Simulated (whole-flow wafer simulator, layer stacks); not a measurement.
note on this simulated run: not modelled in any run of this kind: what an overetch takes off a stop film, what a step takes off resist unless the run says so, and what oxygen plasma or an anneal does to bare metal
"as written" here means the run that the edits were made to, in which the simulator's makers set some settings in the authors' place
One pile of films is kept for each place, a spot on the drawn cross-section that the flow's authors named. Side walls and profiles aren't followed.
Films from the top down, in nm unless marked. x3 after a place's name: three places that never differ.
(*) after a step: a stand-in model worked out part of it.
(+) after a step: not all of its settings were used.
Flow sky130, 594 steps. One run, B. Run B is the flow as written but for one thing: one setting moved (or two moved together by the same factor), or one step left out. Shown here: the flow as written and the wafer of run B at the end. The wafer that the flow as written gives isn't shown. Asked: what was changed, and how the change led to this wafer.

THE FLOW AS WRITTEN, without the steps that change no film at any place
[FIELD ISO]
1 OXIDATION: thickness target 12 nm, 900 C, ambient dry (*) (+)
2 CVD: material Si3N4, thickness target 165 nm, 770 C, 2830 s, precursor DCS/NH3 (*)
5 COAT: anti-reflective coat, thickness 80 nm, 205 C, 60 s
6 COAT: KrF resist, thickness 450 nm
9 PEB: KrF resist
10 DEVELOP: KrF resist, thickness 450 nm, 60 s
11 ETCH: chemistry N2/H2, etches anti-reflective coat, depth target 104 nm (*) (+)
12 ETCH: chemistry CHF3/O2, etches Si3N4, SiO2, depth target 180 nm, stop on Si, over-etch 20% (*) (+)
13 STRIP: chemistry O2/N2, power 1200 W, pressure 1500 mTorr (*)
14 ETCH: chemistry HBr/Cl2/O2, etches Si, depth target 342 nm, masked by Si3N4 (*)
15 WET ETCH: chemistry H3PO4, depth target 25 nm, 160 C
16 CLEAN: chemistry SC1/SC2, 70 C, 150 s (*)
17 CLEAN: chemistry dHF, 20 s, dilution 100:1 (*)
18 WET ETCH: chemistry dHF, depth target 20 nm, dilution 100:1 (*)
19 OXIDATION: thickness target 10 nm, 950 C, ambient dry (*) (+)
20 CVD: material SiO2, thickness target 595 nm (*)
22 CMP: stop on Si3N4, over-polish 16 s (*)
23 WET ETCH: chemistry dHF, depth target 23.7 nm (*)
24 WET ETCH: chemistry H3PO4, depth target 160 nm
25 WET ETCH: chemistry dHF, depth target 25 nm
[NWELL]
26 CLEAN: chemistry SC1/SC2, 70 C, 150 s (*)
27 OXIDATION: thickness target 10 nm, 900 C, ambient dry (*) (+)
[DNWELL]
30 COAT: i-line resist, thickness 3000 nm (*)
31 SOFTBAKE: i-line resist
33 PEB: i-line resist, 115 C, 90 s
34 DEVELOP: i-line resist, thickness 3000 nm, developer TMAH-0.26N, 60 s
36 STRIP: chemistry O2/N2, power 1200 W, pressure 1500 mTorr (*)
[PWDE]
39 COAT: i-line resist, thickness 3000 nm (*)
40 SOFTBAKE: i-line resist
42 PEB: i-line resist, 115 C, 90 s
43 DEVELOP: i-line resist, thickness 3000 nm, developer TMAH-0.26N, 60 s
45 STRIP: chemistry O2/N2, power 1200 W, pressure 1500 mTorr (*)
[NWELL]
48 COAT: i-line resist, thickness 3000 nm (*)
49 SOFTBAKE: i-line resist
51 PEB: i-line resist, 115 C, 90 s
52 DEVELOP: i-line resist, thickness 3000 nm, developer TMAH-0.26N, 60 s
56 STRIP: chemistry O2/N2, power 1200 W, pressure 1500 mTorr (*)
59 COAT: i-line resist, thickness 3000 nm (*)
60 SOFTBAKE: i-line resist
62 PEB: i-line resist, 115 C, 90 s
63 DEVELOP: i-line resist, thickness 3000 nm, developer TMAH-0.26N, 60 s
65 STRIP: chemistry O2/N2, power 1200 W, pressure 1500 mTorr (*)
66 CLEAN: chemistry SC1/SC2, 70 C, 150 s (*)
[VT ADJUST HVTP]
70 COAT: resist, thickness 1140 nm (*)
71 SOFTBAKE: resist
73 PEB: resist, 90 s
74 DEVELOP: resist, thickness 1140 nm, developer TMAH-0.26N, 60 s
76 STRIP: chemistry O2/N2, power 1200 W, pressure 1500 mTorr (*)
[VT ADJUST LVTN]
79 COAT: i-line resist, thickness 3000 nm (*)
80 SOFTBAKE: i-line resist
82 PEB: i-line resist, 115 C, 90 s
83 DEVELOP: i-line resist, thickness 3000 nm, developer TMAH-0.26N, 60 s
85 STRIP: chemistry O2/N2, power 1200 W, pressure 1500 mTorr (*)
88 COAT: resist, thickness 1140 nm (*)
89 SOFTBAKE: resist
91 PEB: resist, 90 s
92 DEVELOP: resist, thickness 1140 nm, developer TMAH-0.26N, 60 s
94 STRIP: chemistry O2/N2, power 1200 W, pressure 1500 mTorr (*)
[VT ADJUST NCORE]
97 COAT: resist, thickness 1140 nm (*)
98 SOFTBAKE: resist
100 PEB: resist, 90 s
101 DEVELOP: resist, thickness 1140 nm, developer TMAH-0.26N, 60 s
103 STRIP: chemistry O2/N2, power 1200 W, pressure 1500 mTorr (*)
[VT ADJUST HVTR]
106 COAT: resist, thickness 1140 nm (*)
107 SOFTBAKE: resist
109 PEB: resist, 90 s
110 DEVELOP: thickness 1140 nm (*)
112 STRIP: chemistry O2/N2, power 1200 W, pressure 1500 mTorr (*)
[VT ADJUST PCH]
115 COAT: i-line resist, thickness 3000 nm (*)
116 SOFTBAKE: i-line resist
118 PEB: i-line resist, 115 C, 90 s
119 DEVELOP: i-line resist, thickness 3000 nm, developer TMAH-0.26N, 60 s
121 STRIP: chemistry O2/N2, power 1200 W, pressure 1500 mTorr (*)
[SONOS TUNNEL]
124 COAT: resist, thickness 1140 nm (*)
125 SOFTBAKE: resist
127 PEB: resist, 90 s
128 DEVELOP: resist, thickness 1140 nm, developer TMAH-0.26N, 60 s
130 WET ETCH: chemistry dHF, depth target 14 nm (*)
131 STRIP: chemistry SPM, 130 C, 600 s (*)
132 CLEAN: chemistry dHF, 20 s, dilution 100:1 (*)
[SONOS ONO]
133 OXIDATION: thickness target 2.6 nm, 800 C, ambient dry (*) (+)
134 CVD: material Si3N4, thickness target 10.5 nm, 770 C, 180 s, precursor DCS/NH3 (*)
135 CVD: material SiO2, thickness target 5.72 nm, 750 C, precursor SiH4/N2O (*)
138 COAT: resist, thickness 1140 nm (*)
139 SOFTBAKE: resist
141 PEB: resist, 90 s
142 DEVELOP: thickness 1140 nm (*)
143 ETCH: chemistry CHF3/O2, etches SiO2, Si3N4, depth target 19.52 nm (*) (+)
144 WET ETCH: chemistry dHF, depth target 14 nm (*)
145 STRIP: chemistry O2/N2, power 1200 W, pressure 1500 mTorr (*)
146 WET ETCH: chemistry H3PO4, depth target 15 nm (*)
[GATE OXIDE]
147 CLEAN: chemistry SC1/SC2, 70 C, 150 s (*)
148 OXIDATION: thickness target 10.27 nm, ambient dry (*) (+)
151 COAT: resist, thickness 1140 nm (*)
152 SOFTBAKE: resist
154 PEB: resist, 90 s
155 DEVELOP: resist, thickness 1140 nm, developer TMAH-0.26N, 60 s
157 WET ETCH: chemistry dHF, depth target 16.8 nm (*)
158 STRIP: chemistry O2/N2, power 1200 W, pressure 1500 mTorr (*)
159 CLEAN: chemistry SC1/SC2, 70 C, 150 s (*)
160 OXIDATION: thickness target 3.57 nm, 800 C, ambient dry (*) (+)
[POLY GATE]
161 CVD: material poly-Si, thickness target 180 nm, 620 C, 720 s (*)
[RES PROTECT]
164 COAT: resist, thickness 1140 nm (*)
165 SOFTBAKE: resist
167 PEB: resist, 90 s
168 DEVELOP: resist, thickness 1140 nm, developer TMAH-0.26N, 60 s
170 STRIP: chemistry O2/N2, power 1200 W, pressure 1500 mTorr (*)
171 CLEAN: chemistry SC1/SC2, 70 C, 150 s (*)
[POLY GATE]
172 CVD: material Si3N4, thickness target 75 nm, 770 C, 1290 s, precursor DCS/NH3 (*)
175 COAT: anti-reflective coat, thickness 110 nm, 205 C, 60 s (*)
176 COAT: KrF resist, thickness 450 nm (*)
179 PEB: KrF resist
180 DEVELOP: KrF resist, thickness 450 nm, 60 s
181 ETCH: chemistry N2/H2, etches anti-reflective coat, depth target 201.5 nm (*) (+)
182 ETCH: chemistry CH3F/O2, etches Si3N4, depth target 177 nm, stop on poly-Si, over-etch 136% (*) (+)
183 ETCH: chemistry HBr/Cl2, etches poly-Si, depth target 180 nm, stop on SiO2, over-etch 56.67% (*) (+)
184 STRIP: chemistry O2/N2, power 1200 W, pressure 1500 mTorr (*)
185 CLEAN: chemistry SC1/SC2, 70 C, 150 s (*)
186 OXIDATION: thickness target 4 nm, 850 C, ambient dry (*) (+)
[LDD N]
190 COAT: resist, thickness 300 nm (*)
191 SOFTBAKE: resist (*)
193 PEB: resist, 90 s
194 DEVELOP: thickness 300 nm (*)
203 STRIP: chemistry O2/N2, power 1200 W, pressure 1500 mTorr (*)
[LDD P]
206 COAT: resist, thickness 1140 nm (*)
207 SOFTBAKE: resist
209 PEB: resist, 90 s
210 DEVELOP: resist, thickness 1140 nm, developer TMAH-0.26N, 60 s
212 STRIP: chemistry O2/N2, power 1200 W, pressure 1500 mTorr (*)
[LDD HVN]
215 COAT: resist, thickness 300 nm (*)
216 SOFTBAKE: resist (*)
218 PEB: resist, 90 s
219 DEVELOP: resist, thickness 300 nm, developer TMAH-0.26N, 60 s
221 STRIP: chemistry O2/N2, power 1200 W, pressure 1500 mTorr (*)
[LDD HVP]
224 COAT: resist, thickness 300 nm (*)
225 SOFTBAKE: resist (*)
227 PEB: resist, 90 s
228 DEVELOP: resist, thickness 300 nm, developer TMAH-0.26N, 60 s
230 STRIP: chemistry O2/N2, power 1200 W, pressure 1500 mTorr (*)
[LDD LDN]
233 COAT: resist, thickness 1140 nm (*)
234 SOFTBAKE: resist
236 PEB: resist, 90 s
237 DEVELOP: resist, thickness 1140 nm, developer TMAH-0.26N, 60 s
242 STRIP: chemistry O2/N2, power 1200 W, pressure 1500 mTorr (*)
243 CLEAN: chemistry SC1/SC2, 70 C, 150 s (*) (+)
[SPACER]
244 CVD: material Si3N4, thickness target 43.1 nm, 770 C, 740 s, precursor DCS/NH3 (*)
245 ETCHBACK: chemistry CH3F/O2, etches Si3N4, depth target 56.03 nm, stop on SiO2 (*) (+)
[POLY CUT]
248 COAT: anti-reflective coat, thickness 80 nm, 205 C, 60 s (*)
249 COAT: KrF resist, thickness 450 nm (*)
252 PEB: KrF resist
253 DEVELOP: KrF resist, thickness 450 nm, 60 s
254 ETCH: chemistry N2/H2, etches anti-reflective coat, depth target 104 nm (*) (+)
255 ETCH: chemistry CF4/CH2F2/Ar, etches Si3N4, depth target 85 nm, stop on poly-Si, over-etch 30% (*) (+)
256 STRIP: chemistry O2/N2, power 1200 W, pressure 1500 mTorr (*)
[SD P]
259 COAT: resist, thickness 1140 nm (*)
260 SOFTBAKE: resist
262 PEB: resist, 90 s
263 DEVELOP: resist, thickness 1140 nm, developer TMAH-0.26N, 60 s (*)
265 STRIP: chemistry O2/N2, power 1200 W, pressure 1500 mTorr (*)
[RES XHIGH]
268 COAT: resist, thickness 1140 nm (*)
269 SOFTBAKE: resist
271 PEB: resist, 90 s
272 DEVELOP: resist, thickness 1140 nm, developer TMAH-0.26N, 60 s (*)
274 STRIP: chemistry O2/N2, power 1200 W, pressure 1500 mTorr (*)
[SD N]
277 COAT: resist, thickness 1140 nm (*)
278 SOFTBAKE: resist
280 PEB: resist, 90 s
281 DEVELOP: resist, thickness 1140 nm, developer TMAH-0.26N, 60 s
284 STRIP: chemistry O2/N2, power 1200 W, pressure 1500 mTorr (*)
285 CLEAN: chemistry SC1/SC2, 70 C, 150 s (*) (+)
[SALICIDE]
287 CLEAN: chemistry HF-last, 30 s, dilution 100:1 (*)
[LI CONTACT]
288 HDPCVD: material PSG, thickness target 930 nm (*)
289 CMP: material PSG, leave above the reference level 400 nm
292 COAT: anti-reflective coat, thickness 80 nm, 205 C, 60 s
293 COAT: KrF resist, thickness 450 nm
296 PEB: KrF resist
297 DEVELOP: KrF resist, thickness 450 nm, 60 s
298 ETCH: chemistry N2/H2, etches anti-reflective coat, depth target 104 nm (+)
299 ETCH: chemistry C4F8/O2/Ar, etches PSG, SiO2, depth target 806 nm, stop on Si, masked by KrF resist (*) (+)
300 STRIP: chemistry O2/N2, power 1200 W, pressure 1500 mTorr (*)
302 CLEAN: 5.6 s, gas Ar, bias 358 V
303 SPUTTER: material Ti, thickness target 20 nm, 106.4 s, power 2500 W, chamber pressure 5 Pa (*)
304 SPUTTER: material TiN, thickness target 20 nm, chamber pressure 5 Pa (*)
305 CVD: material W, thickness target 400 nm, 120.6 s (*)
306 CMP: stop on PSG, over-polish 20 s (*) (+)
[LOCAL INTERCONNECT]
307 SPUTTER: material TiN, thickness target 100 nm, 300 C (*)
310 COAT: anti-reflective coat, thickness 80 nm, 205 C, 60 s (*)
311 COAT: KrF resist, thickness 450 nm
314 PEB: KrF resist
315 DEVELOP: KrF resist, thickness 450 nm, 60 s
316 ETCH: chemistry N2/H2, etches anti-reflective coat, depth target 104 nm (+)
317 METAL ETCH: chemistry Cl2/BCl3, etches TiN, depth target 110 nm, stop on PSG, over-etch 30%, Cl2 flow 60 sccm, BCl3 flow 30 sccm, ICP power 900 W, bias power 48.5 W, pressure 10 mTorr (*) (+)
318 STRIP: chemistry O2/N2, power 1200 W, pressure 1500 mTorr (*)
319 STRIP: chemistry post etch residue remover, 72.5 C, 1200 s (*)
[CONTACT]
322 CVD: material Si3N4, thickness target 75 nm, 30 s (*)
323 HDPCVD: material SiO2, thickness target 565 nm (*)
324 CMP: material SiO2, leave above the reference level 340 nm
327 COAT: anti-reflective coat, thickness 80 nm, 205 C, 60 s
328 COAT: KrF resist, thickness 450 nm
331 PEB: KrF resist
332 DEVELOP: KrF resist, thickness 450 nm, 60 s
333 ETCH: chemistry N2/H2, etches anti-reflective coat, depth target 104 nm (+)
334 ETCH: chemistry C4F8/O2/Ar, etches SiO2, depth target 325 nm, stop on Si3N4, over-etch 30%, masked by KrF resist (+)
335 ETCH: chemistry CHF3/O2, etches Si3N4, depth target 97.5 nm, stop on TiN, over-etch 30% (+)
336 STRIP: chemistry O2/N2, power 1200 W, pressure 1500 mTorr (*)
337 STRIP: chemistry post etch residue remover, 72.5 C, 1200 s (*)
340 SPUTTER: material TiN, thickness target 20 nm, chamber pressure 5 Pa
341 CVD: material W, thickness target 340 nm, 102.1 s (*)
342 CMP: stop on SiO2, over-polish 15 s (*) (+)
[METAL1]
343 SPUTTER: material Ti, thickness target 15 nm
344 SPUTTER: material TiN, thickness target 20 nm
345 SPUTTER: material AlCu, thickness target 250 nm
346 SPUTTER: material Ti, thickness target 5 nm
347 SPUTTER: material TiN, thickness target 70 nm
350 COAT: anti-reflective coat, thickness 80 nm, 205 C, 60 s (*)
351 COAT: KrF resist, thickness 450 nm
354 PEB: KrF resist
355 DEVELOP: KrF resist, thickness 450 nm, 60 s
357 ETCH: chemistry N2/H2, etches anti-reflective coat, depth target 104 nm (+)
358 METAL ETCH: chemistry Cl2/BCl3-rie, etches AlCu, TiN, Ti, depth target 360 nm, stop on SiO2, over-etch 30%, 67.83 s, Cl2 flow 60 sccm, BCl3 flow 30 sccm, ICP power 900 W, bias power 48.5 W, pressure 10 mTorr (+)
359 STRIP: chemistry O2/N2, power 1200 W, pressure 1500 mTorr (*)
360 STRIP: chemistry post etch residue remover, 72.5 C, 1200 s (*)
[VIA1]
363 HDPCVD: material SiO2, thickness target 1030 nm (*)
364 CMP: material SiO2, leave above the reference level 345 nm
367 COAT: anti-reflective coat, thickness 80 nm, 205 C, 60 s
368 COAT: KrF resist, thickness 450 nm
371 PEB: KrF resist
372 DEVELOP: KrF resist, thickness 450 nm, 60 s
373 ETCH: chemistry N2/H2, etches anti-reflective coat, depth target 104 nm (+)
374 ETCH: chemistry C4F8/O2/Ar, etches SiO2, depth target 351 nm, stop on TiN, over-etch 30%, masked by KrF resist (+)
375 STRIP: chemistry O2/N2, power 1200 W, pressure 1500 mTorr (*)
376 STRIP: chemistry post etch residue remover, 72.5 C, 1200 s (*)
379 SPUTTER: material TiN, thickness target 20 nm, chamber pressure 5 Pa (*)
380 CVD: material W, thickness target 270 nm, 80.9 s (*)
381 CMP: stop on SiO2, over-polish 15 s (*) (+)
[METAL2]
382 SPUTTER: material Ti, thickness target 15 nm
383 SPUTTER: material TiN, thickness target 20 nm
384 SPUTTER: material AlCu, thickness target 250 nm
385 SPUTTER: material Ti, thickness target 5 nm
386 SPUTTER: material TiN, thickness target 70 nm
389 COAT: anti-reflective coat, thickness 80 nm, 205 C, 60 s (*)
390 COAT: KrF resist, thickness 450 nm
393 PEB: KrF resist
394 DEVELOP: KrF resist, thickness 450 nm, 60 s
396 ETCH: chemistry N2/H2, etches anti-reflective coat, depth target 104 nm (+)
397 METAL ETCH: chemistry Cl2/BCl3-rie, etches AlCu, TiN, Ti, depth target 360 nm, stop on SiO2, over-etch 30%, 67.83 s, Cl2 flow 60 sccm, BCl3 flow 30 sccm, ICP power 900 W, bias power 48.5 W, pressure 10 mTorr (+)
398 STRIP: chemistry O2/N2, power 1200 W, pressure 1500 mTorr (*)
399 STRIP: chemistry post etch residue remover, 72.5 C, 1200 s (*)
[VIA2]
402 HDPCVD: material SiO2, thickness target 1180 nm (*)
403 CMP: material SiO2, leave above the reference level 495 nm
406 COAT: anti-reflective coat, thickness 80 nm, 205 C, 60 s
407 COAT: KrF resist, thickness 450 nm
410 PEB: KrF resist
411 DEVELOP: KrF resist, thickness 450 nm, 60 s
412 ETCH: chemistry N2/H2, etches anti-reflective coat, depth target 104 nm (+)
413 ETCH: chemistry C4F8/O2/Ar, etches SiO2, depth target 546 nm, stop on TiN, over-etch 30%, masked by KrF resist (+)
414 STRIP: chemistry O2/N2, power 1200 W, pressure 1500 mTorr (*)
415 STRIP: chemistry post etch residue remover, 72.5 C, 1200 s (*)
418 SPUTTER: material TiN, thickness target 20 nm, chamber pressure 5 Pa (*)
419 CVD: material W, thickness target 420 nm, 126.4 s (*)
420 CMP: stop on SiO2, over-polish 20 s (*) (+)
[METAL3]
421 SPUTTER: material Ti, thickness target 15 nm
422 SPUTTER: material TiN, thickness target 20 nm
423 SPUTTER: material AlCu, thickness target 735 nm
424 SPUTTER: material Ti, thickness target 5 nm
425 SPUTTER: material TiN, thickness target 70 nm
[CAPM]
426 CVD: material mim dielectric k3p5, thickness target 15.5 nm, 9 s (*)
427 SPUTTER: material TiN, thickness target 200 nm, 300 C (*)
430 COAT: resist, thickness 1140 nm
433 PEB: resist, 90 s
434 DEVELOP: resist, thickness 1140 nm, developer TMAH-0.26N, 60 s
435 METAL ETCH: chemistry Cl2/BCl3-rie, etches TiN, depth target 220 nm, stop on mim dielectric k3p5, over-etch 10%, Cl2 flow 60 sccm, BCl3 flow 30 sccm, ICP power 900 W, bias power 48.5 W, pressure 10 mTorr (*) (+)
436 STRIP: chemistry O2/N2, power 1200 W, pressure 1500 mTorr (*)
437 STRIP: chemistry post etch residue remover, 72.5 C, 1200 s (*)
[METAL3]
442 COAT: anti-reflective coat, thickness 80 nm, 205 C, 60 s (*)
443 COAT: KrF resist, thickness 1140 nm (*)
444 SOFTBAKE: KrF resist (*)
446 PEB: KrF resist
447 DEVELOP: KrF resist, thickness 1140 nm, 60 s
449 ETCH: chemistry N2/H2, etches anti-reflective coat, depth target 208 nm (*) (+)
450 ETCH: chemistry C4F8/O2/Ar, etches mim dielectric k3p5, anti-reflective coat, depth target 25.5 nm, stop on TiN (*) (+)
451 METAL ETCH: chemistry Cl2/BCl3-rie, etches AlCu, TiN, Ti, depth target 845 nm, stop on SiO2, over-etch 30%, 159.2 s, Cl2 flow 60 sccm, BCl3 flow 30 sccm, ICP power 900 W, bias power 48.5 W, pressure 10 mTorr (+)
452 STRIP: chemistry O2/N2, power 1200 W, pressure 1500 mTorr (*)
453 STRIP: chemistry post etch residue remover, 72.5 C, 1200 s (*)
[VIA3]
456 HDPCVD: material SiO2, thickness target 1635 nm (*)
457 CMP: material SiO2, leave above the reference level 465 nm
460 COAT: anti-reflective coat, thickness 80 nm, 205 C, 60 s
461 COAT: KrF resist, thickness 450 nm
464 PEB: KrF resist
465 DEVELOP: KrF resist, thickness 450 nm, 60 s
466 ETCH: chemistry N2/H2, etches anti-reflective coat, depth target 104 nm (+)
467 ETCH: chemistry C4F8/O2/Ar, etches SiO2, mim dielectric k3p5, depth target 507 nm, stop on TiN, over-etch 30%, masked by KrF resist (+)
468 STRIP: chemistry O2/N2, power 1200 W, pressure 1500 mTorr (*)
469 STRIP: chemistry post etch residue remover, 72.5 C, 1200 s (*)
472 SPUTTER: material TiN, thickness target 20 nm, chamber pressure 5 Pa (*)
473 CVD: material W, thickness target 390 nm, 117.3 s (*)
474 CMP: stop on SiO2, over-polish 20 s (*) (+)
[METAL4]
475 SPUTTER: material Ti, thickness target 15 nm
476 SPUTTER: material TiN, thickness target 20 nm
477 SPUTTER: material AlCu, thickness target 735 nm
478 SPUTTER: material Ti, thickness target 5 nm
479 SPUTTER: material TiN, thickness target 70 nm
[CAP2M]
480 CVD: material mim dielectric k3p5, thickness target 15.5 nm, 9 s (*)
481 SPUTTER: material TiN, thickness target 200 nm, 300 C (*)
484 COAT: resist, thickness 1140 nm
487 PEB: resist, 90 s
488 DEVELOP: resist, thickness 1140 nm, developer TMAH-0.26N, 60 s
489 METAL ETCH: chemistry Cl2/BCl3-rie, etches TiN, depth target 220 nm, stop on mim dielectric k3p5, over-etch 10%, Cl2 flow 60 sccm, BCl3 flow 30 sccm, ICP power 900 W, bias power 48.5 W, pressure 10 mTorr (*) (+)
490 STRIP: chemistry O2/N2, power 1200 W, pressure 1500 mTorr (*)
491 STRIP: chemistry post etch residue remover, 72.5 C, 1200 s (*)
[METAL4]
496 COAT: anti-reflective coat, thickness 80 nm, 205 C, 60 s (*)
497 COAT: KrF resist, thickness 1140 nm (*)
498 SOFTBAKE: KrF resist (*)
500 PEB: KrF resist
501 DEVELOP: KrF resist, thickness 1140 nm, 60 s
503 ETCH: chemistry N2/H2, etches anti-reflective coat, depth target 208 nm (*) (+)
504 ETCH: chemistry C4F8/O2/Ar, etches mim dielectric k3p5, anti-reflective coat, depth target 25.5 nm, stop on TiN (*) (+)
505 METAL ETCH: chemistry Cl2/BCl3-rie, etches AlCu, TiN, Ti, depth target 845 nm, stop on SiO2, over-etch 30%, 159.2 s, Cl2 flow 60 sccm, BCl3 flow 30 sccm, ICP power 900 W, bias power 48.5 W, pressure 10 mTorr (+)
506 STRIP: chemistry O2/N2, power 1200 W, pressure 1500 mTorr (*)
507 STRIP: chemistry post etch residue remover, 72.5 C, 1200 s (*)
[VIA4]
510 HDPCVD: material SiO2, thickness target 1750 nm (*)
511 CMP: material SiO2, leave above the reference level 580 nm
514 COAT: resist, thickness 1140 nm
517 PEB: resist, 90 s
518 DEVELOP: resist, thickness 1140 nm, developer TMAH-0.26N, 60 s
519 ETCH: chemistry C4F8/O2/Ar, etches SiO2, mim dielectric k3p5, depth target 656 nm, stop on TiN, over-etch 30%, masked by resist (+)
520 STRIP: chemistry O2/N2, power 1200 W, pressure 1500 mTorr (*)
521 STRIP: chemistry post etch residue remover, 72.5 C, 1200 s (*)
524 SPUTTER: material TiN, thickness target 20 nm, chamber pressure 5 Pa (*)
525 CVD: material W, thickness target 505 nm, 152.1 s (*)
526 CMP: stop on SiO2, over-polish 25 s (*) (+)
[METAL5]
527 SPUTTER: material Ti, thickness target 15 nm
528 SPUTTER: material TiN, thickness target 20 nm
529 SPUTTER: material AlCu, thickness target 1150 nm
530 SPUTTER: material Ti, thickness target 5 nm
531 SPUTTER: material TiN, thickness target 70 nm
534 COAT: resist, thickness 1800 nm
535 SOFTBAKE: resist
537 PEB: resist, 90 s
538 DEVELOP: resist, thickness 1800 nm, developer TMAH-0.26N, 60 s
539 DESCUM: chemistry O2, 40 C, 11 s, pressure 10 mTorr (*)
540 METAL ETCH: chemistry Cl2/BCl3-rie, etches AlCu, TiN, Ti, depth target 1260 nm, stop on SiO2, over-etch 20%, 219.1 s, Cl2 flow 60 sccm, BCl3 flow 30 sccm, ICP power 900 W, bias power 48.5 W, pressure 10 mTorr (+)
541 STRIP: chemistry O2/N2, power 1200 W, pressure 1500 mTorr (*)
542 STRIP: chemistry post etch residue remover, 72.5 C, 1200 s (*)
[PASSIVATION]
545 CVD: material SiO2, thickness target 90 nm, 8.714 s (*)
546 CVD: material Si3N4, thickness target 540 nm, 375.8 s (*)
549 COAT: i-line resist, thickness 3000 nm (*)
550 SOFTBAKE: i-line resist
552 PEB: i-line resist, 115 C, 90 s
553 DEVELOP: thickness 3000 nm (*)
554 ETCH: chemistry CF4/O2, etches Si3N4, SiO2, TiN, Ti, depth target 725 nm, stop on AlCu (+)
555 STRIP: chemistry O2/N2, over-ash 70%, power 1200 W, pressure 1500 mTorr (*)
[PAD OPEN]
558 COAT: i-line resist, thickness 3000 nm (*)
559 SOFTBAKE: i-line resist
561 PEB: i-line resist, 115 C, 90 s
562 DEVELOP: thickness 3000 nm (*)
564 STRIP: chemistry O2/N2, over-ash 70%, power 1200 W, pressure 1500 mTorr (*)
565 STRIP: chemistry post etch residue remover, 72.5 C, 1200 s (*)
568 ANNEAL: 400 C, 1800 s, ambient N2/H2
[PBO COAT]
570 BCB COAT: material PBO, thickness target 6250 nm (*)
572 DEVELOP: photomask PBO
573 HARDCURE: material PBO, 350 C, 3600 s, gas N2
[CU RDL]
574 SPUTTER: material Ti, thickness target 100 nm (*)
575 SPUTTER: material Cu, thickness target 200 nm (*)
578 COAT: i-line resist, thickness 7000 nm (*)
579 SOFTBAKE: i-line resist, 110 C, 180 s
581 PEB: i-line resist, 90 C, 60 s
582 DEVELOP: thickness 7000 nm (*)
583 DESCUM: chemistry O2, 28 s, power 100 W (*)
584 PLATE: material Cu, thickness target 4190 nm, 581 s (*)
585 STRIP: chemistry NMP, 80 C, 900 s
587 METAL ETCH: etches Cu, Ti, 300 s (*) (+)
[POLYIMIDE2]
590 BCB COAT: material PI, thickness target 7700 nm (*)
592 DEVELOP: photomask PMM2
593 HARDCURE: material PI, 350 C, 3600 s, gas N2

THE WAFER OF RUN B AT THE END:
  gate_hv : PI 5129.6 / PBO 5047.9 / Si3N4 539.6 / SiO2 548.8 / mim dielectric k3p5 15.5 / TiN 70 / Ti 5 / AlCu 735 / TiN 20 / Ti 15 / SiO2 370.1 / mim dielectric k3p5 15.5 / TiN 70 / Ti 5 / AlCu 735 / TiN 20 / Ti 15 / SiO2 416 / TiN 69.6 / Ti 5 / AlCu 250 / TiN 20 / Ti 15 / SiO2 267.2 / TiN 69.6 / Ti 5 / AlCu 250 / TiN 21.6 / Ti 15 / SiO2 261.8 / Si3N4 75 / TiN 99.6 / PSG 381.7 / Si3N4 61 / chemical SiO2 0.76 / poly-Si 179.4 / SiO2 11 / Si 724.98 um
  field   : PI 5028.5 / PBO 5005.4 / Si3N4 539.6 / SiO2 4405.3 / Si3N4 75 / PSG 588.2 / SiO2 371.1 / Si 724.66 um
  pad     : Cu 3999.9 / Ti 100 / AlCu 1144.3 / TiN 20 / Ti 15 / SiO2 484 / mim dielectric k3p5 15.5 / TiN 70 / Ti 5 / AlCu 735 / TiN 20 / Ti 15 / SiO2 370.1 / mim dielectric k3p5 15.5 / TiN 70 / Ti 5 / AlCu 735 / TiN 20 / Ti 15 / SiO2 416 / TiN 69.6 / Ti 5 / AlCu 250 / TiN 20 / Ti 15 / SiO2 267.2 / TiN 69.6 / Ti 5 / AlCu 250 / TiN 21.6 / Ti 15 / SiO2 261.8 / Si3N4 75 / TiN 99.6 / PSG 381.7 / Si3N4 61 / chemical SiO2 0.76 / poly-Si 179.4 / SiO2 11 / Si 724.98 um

The cause: step 344, SPUTTER: thickness target 21.6 nm was run, where the flow has thickness target 20 nm.
It can be read off the wafer: gate_hv has TiN 21.6, and step 344 as written asks for 20 nm.

How the change led to this, step by step:
  344 SPUTTER: material TiN, thickness target 20 nm
      field, active, n_well and 188 more: TiN +21.6 (new film) (as written it would be: TiN +20 (new film))
  358 METAL ETCH: chemistry Cl2/BCl3-rie, etches AlCu, TiN, Ti, depth target 360 nm, stop on SiO2, over-etch 30%, 67.83 s, Cl2 flow 60 sccm, BCl3 flow 30 sccm, ICP power 900 W, bias power 48.5 W, pressure 10 mTorr (+)
      field, active, gate and 81 more: TiN -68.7 (all of it), Ti -5 (all of it), AlCu -250 (all of it), TiN -21.6 (all of it), Ti -15 (all of it), SiO2 -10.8 (as written it would be: TiN -68.7 (all of it), Ti -5 (all of it), AlCu -250 (all of it), TiN -20 (all of it), Ti -15 (all of it), SiO2 -10.9)
